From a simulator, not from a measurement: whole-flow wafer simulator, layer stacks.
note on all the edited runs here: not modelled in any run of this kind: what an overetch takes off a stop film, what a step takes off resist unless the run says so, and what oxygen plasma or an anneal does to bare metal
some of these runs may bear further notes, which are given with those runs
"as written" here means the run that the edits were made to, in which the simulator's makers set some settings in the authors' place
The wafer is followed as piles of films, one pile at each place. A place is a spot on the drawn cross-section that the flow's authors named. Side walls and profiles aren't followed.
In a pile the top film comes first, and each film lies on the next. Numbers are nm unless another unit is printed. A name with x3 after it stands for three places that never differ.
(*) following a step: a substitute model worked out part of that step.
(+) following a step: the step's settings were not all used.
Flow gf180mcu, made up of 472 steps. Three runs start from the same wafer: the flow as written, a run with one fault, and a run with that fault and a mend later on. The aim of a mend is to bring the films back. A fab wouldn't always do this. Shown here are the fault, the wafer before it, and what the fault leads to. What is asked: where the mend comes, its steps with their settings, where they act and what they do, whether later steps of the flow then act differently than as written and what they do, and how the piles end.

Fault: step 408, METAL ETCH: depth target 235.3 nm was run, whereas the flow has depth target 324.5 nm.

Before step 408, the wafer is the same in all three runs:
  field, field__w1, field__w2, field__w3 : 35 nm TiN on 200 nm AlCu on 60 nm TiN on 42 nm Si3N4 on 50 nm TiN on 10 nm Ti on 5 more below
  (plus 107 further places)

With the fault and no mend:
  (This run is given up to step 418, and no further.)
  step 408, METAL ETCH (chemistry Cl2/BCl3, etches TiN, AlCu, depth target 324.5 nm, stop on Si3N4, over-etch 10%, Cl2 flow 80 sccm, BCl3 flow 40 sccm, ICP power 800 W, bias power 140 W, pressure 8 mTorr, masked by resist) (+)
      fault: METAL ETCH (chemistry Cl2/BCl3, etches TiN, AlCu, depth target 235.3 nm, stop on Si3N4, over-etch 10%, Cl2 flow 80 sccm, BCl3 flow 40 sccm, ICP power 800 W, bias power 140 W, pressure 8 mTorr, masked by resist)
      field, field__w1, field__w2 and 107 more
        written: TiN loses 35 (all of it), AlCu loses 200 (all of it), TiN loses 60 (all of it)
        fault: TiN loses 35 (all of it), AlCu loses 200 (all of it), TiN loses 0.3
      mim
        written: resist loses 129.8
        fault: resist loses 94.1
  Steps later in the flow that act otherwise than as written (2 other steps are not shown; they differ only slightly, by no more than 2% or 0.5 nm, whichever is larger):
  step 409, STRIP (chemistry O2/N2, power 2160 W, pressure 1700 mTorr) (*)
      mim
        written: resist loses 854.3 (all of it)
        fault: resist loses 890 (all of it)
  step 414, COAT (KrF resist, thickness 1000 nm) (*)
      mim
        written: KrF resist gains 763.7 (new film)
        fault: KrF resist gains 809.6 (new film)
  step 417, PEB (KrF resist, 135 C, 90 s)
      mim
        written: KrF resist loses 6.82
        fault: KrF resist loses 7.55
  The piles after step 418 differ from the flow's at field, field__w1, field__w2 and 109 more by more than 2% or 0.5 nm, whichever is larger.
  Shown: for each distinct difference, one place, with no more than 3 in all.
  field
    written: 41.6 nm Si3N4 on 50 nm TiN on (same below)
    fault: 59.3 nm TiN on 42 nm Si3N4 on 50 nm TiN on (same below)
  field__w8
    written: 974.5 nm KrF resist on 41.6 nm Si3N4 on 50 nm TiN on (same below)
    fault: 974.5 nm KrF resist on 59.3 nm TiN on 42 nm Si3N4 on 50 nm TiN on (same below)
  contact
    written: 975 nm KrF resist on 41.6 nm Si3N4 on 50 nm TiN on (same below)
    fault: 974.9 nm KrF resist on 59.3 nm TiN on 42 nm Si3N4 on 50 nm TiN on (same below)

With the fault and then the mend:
  The mend stands after step 410.
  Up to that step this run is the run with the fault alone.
  step 410a, DEHYDRATE (200 C, 60 s) (a further turn of the flow's step 401)
      alters no film at any place that is followed
  step 410b, HMDS (120 C, 60 s) (a further turn of the flow's step 402)
      alters no film at any place that is followed
  step 410c, COAT (resist, thickness 1000 nm) (*) (a further turn of the flow's step 403)
      field__w8, m1__w1, iso_ptap_pw and 39 more
        resist gains 1000 (new film)
      p_well, sti, spacer, sd_n, mim_1p0, pad, dice_street
        resist gains 1000.5 (new film)
      field, ld_sd_p, ld_gate_p, ld_acc_p, ld_fp_p, ld_drift_p
        resist gains 1001.3 (new film)
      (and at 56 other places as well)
  step 410d, SOFTBAKE (resist) (a further turn of the flow's step 404)
      gate_p_hv, gate_p_hv5
        resist loses 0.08
      npoly_u, ppoly_u
        resist gains 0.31
      field__w2
        resist gains 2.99
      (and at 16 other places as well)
  step 410e, EXPOSE (photomask FuseTop) (a further turn of the flow's step 405)
      alters no film at any place that is followed
  step 410f, PEB (resist, 70.3 s) (a further turn of the flow's step 406)
      field, field__w1, field__w5 and 95 more
        resist loses 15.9
      field__w2, field__w3, field__w12, pplus_u, ppoly_sal, nw_enc_fld_lv__w1, nw_enc_fld_lv__w4
        resist loses 16
      field__w11, field__w13, ppoly_u, npoly_sal
        resist loses 16.2
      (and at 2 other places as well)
  step 410g, DEVELOP (thickness 1000 nm, 60 s) (a further turn of the flow's step 407)
      field__w8, m1__w1, iso_ptap_pw and 39 more
        resist loses 984.1 (all of it)
      field_sub__w1, field_sub__w5, sd_p, gate_p, active_nat, nw_enc_fld_lv, nw_enc_fld_lv__w3
        resist loses 985 (all of it)
      p_well, sti, spacer, sd_n, mim_1p0, pad, dice_street
        resist loses 984.6 (all of it)
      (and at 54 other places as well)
  step 410h, METAL ETCH (chemistry Cl2/BCl3, etches TiN, AlCu, depth target 89.2 nm, stop on Si3N4, over-etch 10%, Cl2 flow 80 sccm, BCl3 flow 40 sccm, ICP power 800 W, bias power 140 W, pressure 8 mTorr, masked by resist) (+) (a further turn of the flow's step 408, with different settings)
      field, field__w1, field__w2 and 107 more
        TiN loses 59.3 (all of it)
      mim
        resist loses 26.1
  step 410i, STRIP (chemistry O2/N2, power 2160 W, pressure 1700 mTorr) (*) (a further turn of the flow's step 409)
      mim
        resist loses 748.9 (all of it)
  step 410j, STRIP (chemistry post etch residue remover, 72.5 C, 1200 s) (*) (a further turn of the flow's step 410)
      field, field__w1, field__w2 and 107 more
        Si3N4 loses 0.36
      mim
        TiN loses 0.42
  None of the later steps of the flow differs from how it acts as written, at any place that is followed, by more than 2% or 0.5 nm, whichever is larger.
  When the end is reached, the piles differ only a little from the flow's at the places that both follow, at most by 2% or 0.5 nm, whichever is larger.
